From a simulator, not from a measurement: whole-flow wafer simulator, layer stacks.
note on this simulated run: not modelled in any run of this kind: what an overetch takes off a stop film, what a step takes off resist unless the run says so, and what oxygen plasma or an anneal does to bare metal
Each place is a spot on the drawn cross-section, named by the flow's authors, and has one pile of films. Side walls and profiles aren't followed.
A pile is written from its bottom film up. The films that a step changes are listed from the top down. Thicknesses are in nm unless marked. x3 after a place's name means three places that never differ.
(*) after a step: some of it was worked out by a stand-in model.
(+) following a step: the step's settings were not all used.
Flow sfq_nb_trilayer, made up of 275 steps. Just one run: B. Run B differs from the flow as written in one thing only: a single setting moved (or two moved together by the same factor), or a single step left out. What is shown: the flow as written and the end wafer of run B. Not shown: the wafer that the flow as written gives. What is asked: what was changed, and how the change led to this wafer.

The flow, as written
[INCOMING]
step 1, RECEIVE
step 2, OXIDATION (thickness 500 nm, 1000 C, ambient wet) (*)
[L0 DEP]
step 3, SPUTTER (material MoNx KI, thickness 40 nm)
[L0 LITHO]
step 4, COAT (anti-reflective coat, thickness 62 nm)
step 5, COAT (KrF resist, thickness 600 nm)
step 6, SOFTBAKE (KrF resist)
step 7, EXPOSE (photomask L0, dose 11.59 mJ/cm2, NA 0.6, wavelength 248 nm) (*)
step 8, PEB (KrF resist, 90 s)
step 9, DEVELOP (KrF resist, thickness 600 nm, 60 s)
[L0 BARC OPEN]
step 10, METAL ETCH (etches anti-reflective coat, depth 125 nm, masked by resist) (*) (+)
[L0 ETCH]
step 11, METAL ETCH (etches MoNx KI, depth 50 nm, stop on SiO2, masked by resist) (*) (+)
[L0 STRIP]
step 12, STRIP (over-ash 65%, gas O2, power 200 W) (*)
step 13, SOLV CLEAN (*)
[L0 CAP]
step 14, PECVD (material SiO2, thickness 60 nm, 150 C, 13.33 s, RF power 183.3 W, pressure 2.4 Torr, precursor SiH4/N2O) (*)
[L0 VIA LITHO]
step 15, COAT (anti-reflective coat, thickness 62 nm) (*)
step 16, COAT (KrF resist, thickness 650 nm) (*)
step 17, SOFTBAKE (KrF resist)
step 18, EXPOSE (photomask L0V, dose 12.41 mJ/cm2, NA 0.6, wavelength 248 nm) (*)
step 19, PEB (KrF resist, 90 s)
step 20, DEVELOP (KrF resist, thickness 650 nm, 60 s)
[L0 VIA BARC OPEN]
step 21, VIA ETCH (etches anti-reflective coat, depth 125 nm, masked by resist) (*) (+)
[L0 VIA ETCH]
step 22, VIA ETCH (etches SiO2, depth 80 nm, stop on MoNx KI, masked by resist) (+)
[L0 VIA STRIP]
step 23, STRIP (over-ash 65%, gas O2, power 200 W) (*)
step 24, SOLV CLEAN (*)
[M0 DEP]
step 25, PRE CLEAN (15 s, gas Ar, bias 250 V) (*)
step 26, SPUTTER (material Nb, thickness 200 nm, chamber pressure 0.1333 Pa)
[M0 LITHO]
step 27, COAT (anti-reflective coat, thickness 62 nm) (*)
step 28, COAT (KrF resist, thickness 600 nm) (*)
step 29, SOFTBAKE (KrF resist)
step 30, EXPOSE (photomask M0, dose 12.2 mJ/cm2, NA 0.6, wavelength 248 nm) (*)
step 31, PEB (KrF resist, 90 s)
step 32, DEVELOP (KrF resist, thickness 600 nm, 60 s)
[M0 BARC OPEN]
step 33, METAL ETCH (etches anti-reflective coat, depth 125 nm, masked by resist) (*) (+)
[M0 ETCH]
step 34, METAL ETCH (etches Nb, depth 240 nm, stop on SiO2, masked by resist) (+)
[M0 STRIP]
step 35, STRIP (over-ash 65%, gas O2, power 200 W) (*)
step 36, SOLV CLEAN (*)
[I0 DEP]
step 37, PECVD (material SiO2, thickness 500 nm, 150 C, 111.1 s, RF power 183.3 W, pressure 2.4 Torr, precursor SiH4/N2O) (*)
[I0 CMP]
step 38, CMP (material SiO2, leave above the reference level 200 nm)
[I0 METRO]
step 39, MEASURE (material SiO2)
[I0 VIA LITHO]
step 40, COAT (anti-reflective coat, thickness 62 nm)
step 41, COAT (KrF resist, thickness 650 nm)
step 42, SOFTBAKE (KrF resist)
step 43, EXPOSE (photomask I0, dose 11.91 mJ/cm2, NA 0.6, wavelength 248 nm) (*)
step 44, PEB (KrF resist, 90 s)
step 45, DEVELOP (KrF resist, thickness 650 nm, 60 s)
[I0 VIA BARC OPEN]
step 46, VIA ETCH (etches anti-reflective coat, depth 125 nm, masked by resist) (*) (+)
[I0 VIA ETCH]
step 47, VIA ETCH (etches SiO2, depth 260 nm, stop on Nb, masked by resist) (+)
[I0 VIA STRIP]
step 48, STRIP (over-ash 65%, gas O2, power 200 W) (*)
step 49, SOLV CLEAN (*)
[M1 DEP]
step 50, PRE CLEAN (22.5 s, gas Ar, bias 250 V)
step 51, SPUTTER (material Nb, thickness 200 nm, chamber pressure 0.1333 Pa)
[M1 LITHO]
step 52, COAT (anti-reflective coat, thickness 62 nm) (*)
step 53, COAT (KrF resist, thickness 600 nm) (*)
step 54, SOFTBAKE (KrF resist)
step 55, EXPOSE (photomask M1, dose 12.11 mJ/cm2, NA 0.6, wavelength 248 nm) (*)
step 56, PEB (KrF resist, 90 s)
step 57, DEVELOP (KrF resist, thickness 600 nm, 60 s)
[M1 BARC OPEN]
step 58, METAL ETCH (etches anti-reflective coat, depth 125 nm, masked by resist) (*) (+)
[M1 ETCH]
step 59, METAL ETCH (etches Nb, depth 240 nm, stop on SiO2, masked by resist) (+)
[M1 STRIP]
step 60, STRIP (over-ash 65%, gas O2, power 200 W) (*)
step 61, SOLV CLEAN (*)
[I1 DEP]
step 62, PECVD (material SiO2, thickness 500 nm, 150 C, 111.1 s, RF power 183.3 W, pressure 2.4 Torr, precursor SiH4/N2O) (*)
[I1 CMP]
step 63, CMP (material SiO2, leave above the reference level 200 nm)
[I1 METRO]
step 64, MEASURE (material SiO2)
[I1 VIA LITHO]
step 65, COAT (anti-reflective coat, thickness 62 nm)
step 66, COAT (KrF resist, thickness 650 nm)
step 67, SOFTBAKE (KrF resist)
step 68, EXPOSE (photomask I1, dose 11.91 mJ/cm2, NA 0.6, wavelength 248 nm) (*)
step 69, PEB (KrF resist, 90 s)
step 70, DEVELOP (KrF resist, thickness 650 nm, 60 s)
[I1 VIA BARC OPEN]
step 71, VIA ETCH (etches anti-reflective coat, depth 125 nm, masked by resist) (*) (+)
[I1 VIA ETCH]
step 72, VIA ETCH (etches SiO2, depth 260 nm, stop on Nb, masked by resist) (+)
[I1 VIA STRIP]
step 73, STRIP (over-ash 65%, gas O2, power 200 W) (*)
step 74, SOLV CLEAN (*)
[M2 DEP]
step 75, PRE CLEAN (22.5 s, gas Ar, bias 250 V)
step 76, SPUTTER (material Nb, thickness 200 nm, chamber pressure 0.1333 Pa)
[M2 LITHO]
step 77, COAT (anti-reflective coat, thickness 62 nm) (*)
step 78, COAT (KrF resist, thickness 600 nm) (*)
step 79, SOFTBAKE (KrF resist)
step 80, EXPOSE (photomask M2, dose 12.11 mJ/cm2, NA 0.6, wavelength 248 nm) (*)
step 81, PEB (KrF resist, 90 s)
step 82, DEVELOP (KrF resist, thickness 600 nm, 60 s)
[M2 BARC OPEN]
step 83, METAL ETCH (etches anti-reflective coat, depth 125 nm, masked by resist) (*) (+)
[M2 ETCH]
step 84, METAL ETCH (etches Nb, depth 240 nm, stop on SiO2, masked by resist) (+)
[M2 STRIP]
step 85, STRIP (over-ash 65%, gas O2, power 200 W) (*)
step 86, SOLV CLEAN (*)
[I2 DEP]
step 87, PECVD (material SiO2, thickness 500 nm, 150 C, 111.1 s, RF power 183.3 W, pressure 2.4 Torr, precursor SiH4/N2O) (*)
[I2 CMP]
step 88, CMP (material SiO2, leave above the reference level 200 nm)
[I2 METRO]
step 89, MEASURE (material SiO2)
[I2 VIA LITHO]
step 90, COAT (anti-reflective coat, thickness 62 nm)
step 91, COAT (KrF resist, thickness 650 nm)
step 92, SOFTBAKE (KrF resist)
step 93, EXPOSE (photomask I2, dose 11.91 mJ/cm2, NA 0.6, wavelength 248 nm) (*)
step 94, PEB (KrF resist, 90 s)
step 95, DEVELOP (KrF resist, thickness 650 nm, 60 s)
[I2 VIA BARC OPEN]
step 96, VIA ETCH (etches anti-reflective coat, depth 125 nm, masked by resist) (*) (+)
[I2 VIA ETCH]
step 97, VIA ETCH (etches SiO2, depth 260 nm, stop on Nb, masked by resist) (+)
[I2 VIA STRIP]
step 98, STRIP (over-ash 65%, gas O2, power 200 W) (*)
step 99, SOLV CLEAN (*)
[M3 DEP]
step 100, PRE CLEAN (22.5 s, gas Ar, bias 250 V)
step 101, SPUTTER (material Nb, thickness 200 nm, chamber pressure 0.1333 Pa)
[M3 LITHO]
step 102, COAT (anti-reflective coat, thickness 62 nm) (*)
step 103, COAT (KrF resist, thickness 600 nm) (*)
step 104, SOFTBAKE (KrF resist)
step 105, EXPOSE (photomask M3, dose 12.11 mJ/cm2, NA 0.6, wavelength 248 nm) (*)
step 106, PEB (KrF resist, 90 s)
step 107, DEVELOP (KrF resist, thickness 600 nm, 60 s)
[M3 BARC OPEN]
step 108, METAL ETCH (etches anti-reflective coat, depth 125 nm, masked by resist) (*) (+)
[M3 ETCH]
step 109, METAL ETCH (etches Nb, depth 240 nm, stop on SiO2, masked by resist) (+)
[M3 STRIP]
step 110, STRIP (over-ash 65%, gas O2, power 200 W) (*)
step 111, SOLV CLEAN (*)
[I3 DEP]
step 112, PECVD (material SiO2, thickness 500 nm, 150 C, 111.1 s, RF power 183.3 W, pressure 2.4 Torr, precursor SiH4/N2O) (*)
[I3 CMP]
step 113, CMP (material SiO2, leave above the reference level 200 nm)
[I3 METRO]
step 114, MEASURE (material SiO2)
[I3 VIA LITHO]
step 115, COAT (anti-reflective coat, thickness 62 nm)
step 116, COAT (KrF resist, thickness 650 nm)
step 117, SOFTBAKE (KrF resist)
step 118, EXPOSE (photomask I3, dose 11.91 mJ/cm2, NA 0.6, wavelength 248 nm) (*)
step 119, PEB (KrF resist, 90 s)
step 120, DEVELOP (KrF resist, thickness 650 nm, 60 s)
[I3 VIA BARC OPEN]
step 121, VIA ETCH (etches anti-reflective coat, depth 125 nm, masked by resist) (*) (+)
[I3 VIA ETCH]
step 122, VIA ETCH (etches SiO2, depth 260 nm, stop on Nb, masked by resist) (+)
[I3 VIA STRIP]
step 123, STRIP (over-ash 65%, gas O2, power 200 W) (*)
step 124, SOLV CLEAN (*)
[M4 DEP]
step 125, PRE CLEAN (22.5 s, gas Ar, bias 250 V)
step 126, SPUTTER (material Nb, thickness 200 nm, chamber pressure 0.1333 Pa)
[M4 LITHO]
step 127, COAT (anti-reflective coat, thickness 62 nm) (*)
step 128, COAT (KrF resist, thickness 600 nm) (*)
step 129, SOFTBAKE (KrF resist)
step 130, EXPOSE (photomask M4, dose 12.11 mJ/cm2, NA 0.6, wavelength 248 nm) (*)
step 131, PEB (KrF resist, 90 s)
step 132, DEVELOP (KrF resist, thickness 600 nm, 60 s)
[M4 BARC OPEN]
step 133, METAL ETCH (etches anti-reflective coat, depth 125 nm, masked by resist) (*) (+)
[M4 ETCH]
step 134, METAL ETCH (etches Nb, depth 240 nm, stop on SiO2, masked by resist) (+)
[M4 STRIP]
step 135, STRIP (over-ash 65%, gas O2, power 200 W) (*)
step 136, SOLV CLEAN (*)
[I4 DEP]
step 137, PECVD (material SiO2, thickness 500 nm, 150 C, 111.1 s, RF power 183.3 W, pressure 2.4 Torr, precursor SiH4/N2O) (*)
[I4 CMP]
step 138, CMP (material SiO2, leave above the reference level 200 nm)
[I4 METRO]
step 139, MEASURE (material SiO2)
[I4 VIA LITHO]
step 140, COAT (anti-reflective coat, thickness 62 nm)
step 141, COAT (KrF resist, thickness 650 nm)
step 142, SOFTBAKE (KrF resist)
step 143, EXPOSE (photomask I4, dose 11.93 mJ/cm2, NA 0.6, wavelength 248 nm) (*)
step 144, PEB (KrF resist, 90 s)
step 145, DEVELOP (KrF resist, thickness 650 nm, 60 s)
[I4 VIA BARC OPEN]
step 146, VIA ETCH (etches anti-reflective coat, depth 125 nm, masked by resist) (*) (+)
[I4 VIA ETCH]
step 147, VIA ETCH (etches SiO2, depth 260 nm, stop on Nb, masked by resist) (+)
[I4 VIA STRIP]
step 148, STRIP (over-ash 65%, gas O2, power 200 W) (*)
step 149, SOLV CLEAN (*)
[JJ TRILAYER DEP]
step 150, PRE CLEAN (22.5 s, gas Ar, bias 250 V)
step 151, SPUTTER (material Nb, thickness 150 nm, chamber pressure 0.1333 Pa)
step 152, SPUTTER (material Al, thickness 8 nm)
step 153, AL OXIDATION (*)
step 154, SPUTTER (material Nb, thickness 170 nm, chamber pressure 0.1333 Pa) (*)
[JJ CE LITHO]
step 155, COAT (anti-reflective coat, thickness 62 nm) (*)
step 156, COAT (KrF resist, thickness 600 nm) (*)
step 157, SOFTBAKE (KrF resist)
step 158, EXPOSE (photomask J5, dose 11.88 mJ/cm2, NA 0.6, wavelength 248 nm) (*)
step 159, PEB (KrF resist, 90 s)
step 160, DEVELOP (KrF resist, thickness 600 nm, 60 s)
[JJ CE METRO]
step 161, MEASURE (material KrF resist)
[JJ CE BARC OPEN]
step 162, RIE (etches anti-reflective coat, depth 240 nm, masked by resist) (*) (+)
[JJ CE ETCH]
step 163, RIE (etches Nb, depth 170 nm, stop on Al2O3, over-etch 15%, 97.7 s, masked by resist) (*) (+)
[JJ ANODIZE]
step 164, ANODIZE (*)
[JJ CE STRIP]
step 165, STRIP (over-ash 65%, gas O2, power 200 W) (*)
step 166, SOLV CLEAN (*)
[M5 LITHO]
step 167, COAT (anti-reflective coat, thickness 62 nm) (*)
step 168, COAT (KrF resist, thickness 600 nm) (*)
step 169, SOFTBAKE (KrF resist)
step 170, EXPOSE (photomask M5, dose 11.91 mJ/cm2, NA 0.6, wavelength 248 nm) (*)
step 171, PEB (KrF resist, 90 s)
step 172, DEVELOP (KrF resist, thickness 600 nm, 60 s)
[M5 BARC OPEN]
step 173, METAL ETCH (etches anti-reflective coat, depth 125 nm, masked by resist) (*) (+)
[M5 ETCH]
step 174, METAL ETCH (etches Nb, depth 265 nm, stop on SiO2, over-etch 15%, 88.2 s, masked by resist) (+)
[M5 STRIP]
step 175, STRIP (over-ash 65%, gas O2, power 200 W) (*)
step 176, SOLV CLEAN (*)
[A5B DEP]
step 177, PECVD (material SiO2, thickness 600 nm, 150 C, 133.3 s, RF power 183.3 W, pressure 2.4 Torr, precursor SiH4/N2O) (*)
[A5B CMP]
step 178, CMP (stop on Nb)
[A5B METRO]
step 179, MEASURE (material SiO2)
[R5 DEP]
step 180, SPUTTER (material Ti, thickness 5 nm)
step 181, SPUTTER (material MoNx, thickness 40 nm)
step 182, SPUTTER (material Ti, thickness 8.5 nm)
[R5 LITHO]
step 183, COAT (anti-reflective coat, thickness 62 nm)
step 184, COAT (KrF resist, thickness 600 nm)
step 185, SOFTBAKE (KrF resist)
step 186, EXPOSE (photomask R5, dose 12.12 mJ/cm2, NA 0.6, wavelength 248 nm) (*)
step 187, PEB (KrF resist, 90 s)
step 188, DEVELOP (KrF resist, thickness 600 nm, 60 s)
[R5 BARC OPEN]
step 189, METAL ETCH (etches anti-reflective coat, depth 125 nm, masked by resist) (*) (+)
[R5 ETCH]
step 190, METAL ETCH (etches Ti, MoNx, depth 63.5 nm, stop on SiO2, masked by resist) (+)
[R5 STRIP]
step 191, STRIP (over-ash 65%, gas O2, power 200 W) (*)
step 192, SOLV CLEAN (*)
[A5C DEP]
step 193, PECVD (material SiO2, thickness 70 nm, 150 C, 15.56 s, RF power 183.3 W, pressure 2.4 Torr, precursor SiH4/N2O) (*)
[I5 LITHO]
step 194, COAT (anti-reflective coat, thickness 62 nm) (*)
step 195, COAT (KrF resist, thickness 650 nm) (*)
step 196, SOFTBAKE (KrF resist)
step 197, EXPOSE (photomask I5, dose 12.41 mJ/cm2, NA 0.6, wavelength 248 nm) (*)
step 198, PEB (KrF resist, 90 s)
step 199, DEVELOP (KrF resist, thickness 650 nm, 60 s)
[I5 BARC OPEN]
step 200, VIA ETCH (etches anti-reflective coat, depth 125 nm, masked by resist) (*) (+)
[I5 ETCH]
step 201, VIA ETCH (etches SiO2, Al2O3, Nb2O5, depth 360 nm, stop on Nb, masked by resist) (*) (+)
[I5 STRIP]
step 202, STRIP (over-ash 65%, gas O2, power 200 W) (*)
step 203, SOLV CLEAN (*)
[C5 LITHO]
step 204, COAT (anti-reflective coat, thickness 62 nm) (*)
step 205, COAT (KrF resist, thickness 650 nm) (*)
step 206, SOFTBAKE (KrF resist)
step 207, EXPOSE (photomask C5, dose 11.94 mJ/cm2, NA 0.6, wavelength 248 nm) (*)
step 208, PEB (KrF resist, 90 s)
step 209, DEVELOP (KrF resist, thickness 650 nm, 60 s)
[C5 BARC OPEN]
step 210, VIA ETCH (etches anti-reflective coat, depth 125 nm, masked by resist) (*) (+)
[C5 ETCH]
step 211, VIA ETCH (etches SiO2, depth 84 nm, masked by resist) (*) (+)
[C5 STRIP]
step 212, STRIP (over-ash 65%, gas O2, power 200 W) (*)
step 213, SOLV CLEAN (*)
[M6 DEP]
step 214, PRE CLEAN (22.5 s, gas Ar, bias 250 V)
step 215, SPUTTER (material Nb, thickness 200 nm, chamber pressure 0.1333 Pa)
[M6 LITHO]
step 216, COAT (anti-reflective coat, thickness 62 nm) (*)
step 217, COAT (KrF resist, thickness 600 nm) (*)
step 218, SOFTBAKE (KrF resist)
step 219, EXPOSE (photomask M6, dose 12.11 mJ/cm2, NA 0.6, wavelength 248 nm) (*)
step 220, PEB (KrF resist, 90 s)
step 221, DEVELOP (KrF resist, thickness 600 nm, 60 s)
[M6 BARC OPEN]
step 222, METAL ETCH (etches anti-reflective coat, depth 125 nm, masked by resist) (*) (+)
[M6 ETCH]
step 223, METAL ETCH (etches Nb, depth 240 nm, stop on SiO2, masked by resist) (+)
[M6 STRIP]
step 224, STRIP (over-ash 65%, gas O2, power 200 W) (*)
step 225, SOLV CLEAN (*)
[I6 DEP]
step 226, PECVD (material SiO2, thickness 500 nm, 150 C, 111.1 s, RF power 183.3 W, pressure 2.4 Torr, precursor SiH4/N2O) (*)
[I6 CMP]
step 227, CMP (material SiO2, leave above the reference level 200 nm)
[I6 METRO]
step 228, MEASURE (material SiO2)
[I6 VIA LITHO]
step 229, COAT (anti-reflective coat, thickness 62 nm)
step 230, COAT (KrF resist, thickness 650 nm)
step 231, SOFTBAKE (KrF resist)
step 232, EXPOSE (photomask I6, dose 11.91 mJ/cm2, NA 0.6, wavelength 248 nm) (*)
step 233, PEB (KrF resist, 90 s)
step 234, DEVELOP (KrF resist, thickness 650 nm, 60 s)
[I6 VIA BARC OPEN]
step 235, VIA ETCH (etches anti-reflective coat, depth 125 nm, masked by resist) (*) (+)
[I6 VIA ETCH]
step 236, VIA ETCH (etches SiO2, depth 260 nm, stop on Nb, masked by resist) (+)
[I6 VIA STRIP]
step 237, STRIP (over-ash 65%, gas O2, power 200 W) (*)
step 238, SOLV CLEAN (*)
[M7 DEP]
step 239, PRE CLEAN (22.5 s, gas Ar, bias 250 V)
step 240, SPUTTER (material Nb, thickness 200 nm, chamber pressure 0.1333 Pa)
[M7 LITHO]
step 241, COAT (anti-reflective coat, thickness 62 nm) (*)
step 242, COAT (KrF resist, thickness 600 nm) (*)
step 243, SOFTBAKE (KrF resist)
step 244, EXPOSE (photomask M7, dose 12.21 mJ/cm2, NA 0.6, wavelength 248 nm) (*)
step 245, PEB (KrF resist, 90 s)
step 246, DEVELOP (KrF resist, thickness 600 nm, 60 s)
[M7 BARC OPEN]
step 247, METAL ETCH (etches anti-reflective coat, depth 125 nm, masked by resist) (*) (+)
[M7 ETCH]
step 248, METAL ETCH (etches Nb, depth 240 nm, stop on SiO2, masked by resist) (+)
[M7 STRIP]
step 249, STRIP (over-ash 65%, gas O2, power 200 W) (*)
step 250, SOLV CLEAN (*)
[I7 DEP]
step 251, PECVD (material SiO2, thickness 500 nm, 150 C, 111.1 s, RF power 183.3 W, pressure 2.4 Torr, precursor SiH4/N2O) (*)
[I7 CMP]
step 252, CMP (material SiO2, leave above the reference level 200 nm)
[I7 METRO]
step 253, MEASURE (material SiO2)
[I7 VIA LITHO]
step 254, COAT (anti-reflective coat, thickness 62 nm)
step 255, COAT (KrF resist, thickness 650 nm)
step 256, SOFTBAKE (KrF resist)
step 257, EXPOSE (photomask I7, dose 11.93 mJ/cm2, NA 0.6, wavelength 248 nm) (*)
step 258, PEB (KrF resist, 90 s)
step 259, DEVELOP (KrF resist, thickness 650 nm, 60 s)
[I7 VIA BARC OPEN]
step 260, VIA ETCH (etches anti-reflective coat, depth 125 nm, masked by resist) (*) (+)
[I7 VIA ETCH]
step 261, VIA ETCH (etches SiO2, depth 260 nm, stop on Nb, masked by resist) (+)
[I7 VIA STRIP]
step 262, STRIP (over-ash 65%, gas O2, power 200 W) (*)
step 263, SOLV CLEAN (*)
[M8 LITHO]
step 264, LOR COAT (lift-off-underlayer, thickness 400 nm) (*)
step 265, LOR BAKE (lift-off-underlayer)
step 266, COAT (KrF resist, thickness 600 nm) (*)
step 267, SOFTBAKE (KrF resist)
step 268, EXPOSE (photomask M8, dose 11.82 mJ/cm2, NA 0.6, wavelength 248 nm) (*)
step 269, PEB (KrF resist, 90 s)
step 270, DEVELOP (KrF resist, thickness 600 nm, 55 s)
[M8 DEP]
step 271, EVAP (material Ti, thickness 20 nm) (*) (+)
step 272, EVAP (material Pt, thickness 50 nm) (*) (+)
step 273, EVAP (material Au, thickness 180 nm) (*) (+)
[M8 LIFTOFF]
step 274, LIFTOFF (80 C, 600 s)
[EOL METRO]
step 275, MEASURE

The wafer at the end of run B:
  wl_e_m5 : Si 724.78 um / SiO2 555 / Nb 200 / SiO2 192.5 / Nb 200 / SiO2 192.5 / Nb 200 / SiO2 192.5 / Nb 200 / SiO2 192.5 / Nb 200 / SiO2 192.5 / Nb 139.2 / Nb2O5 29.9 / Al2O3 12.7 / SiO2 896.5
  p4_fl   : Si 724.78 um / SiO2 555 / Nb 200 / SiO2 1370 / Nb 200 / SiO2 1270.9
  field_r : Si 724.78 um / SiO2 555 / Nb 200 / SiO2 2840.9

The reason: step 227, CMP: leave above the reference level 95 nm was run, while the flow as written has leave above the reference level 200 nm.

How this came from the change, step by step:
  step 227, CMP (material SiO2, leave above the reference level 200 nm)
      field_l, p4_fl, p4_fm and 59 more: SiO2 loses 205 (as written it would have been: SiO2 loses 100)
      v_sur, via_wl, via_w and 15 more: SiO2 loses 405 (as written it would have been: SiO2 loses 300)
      (and at 26 other places as well)
  step 236, VIA ETCH (etches SiO2, depth 260 nm, stop on Nb, masked by resist) (+)
      field_l, v_sur, via_wl and 102 more: KrF resist loses 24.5 (as written it would have been: KrF resist loses 44.8)
      via_v: SiO2 loses 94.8 (all of it) (as written it would have been: SiO2 loses 199.8 (all of it))
  step 237, STRIP (over-ash 65%, gas O2, power 200 W) (*)
      field_l, v_sur, via_wl and 102 more: KrF resist loses 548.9 (all of it), anti-reflective coat loses 62 (all of it) (as written it would have been: KrF resist loses 528.6 (all of it), anti-reflective coat loses 62 (all of it))
  step 240, SPUTTER (material Nb, thickness 200 nm, chamber pressure 0.1333 Pa)
      via_v: Nb gains 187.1 (as written it would have been: Nb gains 161.1)
  step 241, COAT (anti-reflective coat, thickness 62 nm) (*)
      via_v: anti-reflective coat gains 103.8 (new film) (as written it would have been: anti-reflective coat gains 126 (new film))
  step 242, COAT (KrF resist, thickness 600 nm) (*)
      via_v: KrF resist gains 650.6 (new film) (as written it would have been: KrF resist gains 742.5 (new film))
  step 249, STRIP (over-ash 65%, gas O2, power 200 W) (*)
      via_sp: KrF resist loses 382.7 (all of it), anti-reflective coat loses 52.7 (all of it) (as written it would have been: KrF resist loses 373.6 (all of it), anti-reflective coat loses 53.1 (all of it))
      via_v: KrF resist loses 432.9 (all of it), anti-reflective coat loses 103.8 (all of it) (as written it would have been: KrF resist loses 524.5 (all of it), anti-reflective coat loses 126 (all of it))
      (and at 1 other place as well)
  step 251, PECVD (material SiO2, thickness 500 nm, 150 C, 111.1 s, RF power 183.3 W, pressure 2.4 Torr, precursor SiH4/N2O) (*)
      via_v: SiO2 gains 500 (new film) (as written it would have been: SiO2 gains 621 (new film))
  step 252, CMP (material SiO2, leave above the reference level 200 nm)
      via_v: SiO2 loses 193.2 (as written it would have been: SiO2 loses 183.1)
